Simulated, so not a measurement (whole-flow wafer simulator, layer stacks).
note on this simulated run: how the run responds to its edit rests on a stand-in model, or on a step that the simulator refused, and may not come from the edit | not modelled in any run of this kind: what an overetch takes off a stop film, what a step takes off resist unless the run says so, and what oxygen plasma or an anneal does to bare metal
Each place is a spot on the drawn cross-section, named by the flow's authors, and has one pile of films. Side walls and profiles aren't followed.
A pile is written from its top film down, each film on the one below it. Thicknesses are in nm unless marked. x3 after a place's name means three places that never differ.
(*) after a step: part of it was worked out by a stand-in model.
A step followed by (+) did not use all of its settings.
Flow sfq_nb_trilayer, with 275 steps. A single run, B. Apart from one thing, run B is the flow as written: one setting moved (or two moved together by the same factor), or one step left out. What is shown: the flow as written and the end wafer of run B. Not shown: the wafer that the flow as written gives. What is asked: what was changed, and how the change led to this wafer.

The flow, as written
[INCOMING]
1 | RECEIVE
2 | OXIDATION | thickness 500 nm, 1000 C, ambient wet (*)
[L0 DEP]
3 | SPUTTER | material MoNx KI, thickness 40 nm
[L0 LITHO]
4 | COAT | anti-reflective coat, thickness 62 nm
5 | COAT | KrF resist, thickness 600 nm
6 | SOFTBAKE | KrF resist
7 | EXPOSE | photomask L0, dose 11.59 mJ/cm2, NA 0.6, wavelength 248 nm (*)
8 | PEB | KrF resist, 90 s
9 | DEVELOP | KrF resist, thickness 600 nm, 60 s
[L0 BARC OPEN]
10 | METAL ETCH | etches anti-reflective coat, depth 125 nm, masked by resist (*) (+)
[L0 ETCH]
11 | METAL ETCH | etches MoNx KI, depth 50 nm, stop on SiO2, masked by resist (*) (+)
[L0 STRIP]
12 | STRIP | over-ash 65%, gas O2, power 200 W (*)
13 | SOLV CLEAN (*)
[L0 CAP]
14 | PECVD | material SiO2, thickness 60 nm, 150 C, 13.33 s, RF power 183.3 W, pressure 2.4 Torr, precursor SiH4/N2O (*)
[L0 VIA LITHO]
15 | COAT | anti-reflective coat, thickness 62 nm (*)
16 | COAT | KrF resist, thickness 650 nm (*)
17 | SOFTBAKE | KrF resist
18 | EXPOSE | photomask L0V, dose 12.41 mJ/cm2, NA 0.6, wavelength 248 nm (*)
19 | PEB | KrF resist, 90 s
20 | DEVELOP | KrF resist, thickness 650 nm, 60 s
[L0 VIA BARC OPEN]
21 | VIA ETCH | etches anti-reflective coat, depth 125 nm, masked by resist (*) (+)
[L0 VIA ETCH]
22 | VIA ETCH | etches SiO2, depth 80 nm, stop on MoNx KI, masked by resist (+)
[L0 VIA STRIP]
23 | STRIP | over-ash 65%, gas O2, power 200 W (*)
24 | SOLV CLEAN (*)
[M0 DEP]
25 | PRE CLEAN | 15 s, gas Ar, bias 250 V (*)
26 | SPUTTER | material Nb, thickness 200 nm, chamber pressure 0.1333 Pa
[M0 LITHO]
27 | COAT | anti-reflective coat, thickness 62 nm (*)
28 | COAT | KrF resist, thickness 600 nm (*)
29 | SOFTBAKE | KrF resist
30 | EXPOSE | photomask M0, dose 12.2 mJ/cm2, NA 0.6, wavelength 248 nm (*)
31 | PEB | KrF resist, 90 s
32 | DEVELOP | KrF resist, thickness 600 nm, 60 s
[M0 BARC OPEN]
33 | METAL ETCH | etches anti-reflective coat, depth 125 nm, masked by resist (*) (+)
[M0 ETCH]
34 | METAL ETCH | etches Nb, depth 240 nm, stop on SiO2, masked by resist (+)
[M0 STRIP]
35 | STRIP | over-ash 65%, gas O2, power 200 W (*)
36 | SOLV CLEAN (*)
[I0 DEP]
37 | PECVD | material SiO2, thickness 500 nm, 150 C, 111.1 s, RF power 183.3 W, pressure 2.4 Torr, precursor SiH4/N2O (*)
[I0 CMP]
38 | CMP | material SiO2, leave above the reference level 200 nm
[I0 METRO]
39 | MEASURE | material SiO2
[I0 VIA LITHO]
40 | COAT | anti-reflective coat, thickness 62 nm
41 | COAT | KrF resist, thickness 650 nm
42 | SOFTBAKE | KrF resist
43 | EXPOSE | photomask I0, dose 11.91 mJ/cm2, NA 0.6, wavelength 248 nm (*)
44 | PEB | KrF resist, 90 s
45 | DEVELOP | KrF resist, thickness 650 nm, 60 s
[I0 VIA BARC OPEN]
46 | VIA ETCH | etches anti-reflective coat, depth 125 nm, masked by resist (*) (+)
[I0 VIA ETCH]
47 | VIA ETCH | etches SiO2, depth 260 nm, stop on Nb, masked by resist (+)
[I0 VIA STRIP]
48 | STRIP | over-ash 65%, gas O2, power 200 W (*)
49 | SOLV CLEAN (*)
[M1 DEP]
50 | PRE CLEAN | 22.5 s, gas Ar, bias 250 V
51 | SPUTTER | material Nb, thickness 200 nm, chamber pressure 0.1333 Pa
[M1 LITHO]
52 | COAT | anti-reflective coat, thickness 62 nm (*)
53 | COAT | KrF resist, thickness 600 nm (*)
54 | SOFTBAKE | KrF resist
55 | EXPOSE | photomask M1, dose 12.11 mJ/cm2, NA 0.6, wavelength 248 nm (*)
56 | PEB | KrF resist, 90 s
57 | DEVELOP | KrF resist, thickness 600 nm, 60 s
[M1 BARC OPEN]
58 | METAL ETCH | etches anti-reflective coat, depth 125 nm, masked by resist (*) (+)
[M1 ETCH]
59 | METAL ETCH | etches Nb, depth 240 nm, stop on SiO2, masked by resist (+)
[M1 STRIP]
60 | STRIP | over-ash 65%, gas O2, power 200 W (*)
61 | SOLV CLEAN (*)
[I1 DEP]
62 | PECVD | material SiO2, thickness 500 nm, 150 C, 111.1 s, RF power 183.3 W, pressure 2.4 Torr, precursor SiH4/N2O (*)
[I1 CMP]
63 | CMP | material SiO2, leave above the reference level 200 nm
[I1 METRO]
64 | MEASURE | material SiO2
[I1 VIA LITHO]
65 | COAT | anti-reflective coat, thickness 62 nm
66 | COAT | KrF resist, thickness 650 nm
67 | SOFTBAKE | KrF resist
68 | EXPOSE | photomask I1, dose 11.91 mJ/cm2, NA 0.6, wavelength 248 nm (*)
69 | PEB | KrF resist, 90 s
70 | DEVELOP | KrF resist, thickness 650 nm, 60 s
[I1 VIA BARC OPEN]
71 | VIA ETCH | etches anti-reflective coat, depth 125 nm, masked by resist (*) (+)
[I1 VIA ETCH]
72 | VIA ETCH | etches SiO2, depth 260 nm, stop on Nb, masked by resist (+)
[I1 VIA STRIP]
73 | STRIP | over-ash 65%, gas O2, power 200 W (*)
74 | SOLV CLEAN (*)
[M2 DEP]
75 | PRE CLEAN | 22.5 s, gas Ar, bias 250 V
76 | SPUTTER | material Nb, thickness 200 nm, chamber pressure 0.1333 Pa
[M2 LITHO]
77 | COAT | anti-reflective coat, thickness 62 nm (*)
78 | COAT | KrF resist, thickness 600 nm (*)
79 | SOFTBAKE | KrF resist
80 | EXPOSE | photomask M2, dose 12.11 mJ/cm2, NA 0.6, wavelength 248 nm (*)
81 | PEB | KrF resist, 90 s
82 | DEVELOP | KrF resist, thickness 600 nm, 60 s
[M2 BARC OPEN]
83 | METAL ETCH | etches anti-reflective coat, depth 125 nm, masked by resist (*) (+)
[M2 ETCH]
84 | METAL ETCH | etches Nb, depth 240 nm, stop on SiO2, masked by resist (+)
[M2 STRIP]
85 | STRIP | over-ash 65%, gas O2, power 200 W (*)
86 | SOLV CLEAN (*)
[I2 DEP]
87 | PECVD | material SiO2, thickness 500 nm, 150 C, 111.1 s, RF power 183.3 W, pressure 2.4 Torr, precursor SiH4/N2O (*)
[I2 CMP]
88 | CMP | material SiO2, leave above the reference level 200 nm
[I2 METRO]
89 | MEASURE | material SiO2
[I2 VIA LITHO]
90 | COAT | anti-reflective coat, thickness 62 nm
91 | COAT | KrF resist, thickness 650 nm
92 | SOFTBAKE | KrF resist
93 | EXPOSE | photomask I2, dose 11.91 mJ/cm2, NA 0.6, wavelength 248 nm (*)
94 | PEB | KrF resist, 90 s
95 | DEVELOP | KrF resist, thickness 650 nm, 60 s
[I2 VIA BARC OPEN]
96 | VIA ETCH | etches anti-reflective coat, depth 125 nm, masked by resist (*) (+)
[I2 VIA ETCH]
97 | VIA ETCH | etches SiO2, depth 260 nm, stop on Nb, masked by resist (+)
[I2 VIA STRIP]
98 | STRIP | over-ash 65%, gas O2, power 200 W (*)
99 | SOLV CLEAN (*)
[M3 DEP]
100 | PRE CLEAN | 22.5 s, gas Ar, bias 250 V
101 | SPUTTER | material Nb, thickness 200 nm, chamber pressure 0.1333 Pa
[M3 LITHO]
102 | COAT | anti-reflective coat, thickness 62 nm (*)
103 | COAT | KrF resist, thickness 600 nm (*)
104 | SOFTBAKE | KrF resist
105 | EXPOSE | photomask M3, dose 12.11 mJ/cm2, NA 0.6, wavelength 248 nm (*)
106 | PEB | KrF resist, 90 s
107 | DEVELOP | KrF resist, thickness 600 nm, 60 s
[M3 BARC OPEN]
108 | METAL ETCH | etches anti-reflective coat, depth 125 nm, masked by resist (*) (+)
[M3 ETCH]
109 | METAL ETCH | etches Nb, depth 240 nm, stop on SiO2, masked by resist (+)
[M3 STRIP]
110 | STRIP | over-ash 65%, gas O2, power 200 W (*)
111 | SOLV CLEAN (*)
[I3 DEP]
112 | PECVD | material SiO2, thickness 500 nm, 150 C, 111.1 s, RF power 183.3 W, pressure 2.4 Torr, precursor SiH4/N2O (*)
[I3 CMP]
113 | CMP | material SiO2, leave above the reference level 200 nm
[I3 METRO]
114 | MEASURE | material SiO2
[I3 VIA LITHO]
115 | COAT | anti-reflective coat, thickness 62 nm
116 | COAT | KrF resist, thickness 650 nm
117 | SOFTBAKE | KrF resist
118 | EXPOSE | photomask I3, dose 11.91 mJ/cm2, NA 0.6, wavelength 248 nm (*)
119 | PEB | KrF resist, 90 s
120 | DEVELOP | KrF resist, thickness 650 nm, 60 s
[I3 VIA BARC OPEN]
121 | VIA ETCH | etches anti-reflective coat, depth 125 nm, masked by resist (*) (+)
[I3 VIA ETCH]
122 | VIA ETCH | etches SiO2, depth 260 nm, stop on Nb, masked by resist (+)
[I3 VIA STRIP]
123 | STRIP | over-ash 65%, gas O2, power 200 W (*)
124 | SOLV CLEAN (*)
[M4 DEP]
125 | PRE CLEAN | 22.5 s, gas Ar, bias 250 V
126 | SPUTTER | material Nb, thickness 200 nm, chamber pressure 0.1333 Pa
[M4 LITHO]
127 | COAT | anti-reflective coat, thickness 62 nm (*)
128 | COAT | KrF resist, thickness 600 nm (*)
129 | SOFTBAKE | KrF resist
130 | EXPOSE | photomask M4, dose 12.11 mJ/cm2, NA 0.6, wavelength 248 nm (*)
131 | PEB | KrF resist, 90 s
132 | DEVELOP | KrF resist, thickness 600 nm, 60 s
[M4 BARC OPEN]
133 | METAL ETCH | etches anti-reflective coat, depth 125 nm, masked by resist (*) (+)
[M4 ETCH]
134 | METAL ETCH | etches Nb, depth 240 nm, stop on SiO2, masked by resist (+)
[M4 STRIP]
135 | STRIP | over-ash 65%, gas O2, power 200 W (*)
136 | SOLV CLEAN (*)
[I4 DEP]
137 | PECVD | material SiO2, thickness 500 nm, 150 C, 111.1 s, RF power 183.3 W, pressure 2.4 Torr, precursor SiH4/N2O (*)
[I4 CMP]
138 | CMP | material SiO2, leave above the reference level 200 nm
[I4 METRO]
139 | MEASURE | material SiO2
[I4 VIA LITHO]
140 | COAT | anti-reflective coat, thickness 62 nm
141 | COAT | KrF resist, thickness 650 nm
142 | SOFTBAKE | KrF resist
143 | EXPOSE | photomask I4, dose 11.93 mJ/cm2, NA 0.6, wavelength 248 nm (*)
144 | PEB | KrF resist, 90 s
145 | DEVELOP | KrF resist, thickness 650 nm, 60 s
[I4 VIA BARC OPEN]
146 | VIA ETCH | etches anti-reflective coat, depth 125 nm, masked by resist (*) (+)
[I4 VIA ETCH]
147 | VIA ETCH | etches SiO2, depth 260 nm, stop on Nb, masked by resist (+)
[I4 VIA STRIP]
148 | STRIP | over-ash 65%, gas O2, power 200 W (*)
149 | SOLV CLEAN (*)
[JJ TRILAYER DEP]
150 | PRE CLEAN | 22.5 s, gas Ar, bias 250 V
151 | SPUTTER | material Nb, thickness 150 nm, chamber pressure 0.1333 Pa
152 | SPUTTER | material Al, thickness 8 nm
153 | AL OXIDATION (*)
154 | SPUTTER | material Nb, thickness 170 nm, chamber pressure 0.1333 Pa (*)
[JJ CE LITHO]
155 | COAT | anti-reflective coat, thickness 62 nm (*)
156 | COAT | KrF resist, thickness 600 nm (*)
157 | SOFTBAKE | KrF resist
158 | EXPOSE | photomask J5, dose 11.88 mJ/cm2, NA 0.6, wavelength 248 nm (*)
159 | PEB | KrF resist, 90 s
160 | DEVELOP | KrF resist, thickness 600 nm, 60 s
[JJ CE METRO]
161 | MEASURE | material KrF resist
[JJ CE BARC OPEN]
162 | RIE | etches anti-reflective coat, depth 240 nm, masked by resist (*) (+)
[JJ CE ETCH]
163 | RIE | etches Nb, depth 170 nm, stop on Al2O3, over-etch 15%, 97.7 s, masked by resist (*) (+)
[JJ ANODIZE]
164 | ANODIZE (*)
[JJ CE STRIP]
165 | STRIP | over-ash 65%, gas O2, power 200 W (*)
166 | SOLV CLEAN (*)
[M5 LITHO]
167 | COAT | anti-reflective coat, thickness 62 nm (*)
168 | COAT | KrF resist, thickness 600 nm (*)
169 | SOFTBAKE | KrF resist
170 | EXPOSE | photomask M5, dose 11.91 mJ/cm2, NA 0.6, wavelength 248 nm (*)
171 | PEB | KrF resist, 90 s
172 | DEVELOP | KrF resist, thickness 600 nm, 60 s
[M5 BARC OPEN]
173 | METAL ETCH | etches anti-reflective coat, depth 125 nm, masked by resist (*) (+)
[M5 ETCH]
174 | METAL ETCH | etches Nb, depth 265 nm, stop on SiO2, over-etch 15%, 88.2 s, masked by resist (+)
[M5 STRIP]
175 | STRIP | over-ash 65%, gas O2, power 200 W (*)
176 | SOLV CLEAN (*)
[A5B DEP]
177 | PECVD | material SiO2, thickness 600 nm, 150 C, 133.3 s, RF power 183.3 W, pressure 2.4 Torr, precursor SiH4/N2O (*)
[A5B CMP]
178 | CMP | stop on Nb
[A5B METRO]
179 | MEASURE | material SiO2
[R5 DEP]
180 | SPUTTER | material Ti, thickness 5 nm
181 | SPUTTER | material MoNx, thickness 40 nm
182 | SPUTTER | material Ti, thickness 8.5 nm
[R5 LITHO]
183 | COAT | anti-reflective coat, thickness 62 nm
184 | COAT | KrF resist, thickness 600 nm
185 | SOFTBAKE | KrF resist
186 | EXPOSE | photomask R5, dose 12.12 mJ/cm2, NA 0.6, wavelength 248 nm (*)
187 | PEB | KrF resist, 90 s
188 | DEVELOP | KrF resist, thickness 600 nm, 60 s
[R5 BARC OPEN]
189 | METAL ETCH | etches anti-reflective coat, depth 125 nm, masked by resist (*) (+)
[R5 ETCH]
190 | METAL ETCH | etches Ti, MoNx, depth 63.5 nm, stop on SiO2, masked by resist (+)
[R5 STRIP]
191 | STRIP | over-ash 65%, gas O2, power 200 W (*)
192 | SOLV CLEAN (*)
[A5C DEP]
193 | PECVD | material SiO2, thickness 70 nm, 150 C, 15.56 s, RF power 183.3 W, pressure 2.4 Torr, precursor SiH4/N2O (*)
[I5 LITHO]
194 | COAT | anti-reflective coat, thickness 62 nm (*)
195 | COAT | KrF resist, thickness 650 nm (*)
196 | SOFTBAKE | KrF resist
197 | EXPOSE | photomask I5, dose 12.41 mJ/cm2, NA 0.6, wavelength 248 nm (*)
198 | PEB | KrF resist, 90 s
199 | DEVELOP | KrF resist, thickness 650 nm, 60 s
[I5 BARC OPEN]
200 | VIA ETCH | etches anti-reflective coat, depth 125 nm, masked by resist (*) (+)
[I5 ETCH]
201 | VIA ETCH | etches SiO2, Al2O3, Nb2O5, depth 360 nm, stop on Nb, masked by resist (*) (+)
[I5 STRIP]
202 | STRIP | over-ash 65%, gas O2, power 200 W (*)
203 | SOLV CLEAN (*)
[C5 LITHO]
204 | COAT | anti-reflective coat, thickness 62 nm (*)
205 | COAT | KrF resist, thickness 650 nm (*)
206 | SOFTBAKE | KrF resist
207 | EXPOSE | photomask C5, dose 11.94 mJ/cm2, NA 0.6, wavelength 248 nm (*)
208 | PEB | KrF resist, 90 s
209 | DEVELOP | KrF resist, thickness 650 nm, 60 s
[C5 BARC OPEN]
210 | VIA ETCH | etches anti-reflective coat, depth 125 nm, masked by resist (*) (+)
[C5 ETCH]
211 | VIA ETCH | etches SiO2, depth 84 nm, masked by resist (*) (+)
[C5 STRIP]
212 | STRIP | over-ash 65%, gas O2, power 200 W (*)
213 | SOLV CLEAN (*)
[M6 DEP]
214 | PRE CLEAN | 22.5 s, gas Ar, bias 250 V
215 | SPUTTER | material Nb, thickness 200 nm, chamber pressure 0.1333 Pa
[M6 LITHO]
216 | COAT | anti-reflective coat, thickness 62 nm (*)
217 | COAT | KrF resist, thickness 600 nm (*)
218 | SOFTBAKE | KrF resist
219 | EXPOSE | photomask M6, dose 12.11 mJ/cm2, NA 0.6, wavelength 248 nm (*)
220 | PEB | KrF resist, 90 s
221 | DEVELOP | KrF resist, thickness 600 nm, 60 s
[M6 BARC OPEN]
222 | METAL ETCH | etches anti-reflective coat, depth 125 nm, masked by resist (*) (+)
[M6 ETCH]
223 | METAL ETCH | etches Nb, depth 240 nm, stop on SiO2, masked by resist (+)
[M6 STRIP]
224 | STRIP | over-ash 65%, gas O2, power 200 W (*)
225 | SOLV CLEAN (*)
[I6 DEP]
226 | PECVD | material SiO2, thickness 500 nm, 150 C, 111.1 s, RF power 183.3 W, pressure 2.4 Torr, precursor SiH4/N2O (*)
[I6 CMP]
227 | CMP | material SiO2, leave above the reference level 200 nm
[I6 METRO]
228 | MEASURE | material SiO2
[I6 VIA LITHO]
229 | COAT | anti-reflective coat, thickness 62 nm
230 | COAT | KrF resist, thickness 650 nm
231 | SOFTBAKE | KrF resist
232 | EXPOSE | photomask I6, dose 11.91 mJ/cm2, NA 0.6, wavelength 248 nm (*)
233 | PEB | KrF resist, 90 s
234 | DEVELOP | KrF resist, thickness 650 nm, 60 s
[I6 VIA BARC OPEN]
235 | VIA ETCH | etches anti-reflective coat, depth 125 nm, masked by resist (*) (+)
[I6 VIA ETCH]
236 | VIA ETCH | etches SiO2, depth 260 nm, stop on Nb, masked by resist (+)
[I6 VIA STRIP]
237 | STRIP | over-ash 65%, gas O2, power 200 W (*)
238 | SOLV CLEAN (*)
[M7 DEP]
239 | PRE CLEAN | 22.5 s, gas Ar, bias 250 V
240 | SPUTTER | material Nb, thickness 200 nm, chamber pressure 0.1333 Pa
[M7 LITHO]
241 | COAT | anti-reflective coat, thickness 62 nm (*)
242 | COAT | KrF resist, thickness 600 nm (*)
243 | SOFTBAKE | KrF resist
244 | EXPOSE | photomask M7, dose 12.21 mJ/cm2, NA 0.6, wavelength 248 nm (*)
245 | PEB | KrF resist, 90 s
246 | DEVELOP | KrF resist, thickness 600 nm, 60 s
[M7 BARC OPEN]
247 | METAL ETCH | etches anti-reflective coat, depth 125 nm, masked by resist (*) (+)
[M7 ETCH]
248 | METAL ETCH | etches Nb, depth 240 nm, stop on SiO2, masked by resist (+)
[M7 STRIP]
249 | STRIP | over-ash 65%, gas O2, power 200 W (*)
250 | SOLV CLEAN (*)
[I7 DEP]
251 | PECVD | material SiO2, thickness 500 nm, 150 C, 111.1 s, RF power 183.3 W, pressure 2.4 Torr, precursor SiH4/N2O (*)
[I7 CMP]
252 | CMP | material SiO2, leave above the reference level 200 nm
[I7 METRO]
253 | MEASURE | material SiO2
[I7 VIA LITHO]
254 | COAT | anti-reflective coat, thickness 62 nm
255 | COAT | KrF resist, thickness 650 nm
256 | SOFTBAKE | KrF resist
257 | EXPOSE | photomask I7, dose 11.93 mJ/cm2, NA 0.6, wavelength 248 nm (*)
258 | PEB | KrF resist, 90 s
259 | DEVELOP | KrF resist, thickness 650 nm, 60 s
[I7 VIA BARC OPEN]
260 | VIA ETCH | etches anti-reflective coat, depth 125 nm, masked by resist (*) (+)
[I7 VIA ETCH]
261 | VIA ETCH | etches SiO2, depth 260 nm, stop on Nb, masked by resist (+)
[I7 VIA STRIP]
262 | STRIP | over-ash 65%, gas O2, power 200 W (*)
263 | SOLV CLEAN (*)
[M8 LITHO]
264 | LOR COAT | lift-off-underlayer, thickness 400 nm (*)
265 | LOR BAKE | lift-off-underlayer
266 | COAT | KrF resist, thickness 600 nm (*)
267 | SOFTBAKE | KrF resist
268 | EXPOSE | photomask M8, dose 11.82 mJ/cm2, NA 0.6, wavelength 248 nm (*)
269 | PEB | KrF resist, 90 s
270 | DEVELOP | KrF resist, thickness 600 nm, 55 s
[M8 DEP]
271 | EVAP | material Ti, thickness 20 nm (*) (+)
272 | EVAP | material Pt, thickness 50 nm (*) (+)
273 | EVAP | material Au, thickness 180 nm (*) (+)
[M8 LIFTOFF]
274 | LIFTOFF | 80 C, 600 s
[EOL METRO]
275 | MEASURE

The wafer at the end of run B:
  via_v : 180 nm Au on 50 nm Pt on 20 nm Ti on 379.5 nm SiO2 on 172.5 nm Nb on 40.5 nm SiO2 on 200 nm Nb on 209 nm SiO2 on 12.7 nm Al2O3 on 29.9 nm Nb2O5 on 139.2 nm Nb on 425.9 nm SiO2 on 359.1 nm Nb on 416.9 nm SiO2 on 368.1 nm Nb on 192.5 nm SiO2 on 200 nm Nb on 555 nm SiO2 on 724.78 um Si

Cause: step 236, VIA ETCH: depth 151.8 nm was run, though the flow has depth 260 nm.

How this came from the change, step by step:
  236 | VIA ETCH | etches SiO2, depth 260 nm, stop on Nb, masked by resist (+)
      via_v: SiO2 loses 151.8 (it would be, as written: SiO2 loses 199.8 (all of it))
      field_l, v_sur, via_wl and 102 more: KrF resist loses 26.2 (it would be, as written: KrF resist loses 44.8)
  237 | STRIP | over-ash 65%, gas O2, power 200 W (*)
      field_l, v_sur, via_wl and 102 more: KrF resist loses 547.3 (all of it), anti-reflective coat loses 62 (all of it) (it would be, as written: KrF resist loses 528.6 (all of it), anti-reflective coat loses 62 (all of it))
  239 | PRE CLEAN | 22.5 s, gas Ar, bias 250 V
      via_v: SiO2 loses 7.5 (it would be, as written: Nb loses 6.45)
  240 | SPUTTER | material Nb, thickness 200 nm, chamber pressure 0.1333 Pa
      via_v: Nb gains 172.5 (new film) (it would be, as written: Nb gains 161.1)
  241 | COAT | anti-reflective coat, thickness 62 nm (*)
      via_v: anti-reflective coat gains 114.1 (new film) (it would be, as written: anti-reflective coat gains 126 (new film))
  242 | COAT | KrF resist, thickness 600 nm (*)
      via_v: KrF resist gains 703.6 (new film) (it would be, as written: KrF resist gains 742.5 (new film))
  249 | STRIP | over-ash 65%, gas O2, power 200 W (*)
      via_v: KrF resist loses 485.8 (all of it), anti-reflective coat loses 114.1 (all of it) (it would be, as written: KrF resist loses 524.5 (all of it), anti-reflective coat loses 126 (all of it))
  251 | PECVD | material SiO2, thickness 500 nm, 150 C, 111.1 s, RF power 183.3 W, pressure 2.4 Torr, precursor SiH4/N2O (*)
      via_v: SiO2 gains 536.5 (new film) (it would be, as written: SiO2 gains 621 (new film))
  252 | CMP | material SiO2, leave above the reference level 200 nm
      via_v: SiO2 loses 157.1 (it would be, as written: SiO2 loses 183.1)
Taking metal films that touch as one body, via_v has 7 bodies (between them, from the top down: SiO2 379.5; SiO2 40.5; SiO2 209 / Al2O3 12.7 / Nb2O5 29.9; SiO2 425.9; SiO2 416.9; SiO2 192.5); the flow as written gives 6 bodies (between them, from the top down: SiO2 437.8; SiO2 209 / Al2O3 12.7 / Nb2O5 29.9; SiO2 425.9; SiO2 416.9; SiO2 192.5).
